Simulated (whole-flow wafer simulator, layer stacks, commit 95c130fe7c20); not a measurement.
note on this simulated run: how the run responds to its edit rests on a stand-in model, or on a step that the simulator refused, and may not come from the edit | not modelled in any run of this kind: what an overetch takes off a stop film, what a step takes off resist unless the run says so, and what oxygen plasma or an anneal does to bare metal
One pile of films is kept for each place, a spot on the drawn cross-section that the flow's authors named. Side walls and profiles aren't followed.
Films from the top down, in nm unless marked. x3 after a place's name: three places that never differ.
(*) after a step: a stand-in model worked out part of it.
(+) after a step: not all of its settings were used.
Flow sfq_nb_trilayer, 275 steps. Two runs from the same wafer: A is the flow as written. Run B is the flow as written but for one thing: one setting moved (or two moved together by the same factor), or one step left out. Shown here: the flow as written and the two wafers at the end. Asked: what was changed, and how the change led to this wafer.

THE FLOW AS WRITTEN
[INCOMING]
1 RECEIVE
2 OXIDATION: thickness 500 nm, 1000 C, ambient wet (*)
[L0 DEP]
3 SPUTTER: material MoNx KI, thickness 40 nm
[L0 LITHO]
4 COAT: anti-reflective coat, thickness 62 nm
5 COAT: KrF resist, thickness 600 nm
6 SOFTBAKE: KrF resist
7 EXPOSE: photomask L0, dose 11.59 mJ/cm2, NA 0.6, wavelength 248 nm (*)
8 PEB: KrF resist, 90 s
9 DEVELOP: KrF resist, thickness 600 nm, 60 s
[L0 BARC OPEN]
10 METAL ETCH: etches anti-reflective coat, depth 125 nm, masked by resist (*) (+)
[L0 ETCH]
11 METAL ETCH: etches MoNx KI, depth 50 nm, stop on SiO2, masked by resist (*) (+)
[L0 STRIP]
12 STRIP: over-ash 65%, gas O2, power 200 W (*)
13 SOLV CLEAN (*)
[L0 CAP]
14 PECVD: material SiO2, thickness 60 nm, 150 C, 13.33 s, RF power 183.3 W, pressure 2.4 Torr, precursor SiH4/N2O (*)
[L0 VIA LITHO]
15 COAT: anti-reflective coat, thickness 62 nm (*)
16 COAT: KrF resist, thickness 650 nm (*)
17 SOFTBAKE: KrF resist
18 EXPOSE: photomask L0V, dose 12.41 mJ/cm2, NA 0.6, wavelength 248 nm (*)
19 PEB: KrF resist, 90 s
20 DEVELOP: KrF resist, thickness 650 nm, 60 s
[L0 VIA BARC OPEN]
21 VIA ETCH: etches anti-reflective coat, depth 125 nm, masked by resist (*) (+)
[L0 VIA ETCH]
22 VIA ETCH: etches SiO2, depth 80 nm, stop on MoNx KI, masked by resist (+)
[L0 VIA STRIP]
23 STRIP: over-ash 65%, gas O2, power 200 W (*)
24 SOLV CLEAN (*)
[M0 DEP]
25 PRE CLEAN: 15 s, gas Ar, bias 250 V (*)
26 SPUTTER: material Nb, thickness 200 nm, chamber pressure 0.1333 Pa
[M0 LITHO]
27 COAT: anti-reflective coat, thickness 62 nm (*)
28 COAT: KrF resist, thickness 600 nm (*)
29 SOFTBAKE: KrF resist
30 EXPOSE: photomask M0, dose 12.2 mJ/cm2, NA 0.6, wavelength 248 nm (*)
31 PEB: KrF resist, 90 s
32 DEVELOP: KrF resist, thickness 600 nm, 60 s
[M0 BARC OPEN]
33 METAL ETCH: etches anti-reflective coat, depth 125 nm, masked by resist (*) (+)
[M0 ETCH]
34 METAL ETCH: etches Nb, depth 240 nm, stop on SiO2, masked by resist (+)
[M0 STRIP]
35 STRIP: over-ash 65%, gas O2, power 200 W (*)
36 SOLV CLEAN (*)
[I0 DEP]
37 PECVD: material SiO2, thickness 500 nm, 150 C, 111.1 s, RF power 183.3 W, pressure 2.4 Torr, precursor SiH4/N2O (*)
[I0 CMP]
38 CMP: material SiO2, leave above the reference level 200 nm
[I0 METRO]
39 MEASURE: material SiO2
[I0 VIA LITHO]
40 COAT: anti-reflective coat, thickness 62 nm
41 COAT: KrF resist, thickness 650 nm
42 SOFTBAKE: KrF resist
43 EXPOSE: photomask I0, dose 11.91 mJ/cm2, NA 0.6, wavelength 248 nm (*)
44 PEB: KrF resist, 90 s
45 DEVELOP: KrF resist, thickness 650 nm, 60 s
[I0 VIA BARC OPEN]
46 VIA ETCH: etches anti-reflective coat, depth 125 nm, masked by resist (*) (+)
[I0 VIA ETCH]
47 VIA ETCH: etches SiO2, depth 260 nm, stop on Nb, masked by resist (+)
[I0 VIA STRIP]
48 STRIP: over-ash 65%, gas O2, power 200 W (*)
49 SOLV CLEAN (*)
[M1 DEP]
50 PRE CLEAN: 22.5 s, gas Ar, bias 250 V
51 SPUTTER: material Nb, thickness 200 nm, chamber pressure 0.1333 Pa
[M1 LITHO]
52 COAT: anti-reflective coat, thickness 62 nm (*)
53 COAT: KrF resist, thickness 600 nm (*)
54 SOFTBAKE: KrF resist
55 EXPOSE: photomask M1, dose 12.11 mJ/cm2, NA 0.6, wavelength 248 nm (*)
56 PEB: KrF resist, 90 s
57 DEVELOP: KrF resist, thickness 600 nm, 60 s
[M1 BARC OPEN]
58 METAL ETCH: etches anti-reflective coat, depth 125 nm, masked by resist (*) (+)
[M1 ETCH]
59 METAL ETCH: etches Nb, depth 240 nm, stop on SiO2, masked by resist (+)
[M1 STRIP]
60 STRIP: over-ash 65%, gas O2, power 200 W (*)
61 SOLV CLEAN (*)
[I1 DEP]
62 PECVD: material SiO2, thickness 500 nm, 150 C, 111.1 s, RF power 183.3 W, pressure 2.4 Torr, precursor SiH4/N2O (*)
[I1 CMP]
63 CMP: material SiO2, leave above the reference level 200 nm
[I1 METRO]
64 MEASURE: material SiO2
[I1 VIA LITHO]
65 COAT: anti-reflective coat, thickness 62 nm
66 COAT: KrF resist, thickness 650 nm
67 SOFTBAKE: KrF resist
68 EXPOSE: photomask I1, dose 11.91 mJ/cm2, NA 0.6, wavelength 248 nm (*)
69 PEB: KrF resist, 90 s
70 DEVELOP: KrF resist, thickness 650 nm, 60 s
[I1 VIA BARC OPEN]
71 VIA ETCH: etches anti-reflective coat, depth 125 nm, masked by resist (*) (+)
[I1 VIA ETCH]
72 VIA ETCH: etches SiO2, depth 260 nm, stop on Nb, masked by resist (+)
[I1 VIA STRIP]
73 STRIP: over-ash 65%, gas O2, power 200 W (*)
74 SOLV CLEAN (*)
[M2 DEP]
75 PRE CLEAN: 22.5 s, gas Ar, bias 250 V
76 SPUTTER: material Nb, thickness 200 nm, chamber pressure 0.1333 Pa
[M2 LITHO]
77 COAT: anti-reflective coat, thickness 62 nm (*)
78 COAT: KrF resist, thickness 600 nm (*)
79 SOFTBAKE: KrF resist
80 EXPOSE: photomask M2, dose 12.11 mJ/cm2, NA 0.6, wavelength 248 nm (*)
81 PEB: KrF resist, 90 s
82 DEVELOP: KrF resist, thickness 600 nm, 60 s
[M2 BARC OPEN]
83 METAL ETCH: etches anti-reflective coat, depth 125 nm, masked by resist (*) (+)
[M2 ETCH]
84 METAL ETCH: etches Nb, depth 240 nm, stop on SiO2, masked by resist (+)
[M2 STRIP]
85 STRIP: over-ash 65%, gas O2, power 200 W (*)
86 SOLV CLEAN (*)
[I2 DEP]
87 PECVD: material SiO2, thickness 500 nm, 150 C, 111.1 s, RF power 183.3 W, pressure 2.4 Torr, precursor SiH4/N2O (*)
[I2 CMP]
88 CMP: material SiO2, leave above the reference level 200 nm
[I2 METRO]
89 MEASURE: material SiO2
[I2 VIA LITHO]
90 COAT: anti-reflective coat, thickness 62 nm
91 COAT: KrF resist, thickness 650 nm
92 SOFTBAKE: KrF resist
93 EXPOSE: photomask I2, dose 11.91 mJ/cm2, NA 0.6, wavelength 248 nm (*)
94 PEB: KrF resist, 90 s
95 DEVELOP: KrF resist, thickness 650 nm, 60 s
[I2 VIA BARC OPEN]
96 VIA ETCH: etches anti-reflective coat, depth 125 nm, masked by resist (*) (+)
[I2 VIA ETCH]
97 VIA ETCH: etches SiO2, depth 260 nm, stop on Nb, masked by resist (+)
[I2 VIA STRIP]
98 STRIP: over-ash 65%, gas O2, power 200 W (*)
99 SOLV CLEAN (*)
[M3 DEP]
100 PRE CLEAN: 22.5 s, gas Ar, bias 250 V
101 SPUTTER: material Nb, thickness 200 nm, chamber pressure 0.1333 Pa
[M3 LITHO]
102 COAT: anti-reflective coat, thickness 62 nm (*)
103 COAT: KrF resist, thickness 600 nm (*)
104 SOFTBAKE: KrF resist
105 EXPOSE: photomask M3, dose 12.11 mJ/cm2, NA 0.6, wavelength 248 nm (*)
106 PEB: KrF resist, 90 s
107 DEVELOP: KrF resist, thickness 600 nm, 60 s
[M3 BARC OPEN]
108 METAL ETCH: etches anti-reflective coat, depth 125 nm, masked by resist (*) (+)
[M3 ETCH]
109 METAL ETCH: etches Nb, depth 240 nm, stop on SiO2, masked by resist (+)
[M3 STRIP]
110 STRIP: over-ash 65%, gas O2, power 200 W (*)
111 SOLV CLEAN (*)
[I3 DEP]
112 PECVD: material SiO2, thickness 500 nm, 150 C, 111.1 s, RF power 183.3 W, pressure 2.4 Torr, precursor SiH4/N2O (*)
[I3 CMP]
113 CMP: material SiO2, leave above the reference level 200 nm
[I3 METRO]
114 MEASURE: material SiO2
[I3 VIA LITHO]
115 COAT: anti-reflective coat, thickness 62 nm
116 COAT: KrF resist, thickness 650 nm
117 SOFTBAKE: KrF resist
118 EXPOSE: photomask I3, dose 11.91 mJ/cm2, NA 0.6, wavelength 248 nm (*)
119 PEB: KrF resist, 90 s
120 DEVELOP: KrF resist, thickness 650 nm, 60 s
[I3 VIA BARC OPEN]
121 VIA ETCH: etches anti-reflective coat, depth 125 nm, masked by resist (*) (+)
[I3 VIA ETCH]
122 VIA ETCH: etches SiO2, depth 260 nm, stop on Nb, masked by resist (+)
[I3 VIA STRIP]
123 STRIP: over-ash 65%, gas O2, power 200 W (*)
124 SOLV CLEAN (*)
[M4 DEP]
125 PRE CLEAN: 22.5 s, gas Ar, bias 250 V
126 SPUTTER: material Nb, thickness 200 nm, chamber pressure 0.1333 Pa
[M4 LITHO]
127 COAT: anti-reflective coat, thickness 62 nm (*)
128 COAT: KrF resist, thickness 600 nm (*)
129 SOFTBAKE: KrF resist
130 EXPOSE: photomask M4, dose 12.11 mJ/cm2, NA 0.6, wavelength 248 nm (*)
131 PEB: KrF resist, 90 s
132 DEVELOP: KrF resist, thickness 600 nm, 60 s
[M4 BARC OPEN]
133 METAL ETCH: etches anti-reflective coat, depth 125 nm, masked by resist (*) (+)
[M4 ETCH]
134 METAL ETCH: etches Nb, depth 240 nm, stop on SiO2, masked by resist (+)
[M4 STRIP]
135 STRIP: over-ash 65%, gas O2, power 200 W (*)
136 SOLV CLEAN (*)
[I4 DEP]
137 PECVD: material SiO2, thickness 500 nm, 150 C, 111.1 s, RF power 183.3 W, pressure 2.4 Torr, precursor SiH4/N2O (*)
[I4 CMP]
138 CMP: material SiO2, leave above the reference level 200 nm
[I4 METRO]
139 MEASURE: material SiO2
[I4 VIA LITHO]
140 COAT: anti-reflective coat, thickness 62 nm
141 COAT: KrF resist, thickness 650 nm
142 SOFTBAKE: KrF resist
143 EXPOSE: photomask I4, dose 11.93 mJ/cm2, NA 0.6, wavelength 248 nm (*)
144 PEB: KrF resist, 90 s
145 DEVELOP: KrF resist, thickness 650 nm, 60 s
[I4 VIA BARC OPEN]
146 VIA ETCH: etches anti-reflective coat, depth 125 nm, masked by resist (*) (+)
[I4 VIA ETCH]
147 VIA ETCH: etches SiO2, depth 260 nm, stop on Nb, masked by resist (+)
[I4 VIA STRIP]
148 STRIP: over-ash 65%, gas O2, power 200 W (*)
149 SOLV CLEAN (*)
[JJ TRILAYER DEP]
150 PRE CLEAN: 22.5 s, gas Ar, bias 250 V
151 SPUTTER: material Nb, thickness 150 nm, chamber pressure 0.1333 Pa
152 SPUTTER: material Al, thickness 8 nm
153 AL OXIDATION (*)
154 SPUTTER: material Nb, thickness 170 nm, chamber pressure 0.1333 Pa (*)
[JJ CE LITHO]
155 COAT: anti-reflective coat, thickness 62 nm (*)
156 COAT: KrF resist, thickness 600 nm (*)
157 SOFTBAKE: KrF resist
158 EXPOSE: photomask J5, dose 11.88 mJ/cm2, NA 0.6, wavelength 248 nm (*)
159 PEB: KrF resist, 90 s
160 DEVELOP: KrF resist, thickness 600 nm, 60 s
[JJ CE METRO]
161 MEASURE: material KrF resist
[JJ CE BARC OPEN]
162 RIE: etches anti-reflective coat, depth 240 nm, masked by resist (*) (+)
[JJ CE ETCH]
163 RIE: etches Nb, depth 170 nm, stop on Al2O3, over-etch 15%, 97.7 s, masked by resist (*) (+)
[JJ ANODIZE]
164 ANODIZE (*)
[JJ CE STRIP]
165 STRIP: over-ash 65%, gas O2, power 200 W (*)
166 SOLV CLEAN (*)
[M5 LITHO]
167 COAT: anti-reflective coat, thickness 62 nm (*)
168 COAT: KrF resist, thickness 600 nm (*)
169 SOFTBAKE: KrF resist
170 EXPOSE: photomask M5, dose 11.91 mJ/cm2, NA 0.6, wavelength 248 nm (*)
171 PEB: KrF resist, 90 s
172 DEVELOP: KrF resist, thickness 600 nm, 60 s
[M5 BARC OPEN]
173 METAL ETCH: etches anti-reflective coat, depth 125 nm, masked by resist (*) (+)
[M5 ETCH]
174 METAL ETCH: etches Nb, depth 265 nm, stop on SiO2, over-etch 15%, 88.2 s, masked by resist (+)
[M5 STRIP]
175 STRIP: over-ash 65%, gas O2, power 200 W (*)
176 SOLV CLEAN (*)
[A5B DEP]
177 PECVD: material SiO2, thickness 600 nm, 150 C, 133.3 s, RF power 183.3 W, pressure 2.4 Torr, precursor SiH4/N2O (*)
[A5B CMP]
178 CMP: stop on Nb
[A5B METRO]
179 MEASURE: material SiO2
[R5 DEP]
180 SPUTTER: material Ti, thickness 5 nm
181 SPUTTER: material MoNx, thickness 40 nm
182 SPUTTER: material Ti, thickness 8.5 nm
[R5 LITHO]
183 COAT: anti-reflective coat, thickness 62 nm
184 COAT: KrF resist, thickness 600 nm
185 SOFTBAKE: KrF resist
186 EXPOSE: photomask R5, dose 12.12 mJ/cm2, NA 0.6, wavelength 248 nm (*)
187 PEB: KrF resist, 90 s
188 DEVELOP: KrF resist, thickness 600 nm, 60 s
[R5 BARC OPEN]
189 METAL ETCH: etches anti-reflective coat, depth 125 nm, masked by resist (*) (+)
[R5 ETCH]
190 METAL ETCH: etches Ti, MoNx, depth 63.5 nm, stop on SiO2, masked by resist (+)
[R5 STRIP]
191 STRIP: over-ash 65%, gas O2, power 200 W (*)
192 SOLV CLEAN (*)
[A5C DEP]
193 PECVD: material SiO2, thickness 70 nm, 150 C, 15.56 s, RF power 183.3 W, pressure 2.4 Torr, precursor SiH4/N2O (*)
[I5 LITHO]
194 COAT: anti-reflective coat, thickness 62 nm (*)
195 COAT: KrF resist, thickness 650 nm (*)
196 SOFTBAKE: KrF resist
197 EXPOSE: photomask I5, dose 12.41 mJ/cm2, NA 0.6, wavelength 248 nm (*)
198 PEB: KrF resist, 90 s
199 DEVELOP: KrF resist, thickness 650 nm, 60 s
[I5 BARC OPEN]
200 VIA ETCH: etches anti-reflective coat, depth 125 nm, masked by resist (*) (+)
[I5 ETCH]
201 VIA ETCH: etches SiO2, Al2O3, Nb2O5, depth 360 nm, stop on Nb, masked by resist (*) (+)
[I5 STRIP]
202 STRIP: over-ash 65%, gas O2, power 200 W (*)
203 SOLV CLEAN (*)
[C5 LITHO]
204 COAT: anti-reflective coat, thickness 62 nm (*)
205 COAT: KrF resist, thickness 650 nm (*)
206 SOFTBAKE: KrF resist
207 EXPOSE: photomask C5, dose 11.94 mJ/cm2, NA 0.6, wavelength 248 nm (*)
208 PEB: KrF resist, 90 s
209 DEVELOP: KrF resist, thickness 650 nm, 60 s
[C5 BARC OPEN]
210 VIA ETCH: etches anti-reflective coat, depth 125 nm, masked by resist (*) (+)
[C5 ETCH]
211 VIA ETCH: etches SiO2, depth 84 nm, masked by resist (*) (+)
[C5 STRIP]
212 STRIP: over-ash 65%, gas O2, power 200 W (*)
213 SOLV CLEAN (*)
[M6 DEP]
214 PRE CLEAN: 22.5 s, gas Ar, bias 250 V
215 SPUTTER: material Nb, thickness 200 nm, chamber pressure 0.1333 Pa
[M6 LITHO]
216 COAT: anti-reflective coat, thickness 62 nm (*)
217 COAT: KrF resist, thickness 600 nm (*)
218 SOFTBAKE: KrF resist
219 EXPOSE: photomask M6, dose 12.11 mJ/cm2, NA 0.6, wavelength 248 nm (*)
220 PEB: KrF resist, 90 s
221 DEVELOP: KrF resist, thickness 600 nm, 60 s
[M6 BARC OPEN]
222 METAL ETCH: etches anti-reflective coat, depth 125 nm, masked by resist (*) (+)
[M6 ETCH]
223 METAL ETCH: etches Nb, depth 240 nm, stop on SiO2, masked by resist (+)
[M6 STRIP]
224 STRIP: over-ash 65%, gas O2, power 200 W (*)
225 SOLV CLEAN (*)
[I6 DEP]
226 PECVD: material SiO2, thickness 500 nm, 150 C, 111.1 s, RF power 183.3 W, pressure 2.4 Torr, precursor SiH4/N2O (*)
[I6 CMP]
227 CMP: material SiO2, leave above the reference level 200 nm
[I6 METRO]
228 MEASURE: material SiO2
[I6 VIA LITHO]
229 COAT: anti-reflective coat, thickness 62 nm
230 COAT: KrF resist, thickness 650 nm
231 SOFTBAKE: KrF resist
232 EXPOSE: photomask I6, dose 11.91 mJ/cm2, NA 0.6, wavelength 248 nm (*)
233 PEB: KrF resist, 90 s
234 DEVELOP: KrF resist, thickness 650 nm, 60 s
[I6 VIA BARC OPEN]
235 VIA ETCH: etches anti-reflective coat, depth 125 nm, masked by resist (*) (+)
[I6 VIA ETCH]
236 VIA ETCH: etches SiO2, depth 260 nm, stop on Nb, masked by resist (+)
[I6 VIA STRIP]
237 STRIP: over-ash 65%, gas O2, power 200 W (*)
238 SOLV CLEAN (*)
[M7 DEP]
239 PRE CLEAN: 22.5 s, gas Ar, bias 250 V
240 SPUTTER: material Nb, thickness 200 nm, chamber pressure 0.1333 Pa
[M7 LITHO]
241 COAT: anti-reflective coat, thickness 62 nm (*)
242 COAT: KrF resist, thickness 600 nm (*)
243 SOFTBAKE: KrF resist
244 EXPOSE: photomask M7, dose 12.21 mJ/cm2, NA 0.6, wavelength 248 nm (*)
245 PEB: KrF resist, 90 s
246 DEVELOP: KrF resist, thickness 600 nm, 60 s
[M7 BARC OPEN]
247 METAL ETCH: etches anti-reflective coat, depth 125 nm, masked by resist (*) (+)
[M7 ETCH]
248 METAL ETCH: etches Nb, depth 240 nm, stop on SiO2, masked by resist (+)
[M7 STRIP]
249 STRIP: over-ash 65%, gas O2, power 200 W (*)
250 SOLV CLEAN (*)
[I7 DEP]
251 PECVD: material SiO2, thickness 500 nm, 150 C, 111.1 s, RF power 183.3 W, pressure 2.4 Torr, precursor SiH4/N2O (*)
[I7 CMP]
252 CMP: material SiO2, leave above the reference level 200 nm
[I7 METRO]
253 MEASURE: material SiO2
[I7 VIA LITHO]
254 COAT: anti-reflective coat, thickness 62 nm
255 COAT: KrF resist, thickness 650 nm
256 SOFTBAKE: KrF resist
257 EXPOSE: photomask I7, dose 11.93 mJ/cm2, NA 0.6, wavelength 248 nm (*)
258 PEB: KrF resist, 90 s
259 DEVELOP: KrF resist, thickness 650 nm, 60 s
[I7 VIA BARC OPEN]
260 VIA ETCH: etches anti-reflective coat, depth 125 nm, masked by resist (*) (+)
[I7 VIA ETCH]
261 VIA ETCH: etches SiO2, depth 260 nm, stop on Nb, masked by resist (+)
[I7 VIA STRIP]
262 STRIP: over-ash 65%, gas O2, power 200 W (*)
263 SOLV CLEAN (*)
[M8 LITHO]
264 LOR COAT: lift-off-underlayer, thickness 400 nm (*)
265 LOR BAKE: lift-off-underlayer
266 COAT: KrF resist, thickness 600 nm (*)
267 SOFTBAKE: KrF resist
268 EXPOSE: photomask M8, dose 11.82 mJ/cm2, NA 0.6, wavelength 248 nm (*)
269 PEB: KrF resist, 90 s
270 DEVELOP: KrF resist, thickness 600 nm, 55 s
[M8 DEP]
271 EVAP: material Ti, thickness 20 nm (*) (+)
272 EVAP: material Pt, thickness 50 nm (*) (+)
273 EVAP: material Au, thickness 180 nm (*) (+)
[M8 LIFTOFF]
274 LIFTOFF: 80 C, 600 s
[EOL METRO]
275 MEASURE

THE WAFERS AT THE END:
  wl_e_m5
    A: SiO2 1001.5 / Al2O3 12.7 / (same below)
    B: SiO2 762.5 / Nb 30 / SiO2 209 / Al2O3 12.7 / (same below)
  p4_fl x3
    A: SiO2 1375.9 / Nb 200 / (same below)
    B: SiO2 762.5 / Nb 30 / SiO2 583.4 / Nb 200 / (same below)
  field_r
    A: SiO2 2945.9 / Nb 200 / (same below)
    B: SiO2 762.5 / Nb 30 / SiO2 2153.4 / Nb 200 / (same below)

The cause: step 223, METAL ETCH: depth 170 nm was run, where the flow has depth 240 nm.

How the change led to this, step by step:
  223 METAL ETCH: etches Nb, depth 240 nm, stop on SiO2, masked by resist (+)
      field_l, gap, moat and 76 more: A Nb -200 (all of it) | B Nb -170
      v_sur, via_wl, via_w and 24 more: A KrF resist -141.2 | B KrF resist -100
  224 STRIP: over-ash 65%, gas O2, power 200 W (*)
      wl_j_sl, wl_j_sr: A KrF resist -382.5 (all of it), anti-reflective coat -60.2 (all of it) | B KrF resist -423.7 (all of it), anti-reflective coat -60.2 (all of it)
      m6r_line_l x2: A KrF resist -382.4 (all of it), anti-reflective coat -62 (all of it) | B KrF resist -423.6 (all of it), anti-reflective coat -62 (all of it)
      (and at 23 more places)
  226 PECVD: material SiO2, thickness 500 nm, 150 C, 111.1 s, RF power 183.3 W, pressure 2.4 Torr, precursor SiH4/N2O (*)
      field_l, p4_fl x3, p4_w1 x9 and 52 more: A SiO2 +500 | B SiO2 +500 (new film)
      moat, field_r, lsp_l, ln_m5, lsp_m: A SiO2 +493.6 | B SiO2 +494.6 (new film)
      (and at 9 more places)
  227 CMP: material SiO2, leave above the reference level 200 nm
      field_l, p4_fl x3, p4_w1 x9 and 49 more: A SiO2 -100 | B SiO2 -130
      moat, field_r, lsp_l, ln_m5, lsp_m: A SiO2 -93.6 | B SiO2 -124.6
      (and at 8 more places)
Counting metal films that touch as one body, wl_e_m5 has 7 bodies (between them, from the top down: SiO2 209 / Al2O3 12.7 / Nb2O5 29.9; SiO2 192.5; SiO2 192.5; SiO2 192.5; SiO2 192.5; SiO2 192.5); the flow as written gives 6 bodies (between them, from the top down: SiO2 192.5; SiO2 192.5; SiO2 192.5; SiO2 192.5; SiO2 192.5).
Counting metal films that touch as one body, p4_fl x3 has 3 bodies (between them, from the top down: SiO2 583.4; SiO2 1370); the flow as written gives 2 bodies (between them, from the top down: SiO2 1370).
Counting metal films that touch as one body, field_r has 2 bodies (between them, from the top down: SiO2 2153.4); the flow as written gives 1 body.
